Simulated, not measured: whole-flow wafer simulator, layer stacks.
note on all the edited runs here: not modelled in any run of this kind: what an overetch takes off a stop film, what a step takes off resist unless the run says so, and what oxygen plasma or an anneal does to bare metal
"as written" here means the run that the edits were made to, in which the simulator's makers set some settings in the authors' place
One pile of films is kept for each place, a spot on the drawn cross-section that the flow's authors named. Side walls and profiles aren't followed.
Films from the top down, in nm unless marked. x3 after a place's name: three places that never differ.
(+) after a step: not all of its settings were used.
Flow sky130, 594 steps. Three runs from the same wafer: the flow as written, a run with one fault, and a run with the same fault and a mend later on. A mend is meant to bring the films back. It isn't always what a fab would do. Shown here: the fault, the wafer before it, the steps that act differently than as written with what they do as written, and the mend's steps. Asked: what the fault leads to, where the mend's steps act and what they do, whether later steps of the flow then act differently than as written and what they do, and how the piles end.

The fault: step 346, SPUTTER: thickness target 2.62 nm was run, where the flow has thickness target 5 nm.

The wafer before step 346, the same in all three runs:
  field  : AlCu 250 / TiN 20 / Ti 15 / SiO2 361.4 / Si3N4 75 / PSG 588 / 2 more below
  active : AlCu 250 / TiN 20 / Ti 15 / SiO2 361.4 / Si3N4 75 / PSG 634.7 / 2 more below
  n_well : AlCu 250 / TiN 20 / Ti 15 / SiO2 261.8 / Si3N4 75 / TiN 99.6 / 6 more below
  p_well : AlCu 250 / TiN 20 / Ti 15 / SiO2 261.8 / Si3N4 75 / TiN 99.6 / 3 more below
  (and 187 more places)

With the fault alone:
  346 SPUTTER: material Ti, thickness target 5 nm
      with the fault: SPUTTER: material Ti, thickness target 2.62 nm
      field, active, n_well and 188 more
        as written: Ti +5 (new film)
        with the fault: Ti +2.62 (new film)
  Later steps of the flow that act differently than as written (21 more steps differ only slightly, by at most 2% or 0.5 nm, whichever is larger, and aren't shown):
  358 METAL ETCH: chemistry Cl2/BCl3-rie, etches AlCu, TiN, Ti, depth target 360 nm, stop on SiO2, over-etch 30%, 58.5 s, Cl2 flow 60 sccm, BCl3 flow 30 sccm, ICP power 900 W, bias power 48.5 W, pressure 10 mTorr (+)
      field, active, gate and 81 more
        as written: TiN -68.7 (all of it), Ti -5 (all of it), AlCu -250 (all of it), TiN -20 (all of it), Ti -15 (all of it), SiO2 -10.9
        with the fault: TiN -68.7 (all of it), Ti -2.62 (all of it), AlCu -250 (all of it), TiN -20 (all of it), Ti -15 (all of it), SiO2 -11.2
  At the end the piles differ from the flow's by more than 2% or 0.5 nm, whichever is larger, at n_well, p_well, gate_hv and 104 more.
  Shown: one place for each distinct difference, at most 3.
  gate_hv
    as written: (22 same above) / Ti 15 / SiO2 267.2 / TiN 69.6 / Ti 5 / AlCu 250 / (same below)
    with the fault: (22 same above) / Ti 15 / SiO2 269.6 / TiN 69.6 / Ti 2.62 / AlCu 250 / (same below)
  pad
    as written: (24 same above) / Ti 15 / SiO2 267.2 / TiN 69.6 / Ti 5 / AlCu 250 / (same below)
    with the fault: (24 same above) / Ti 15 / SiO2 269.6 / TiN 69.6 / Ti 2.62 / AlCu 250 / (same below)
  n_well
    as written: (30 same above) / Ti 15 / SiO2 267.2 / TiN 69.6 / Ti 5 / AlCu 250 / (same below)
    with the fault: (30 same above) / Ti 15 / SiO2 269.6 / TiN 69.6 / Ti 2.62 / AlCu 250 / (same below)

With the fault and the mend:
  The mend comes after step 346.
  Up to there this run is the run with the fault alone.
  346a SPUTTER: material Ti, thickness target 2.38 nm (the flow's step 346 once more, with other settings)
      field, active, n_well and 188 more
        Ti +2.38
  No later step of the flow acts differently than as written at any place that is followed.
  At the end the piles are the same as the flow's at every place that both follow.
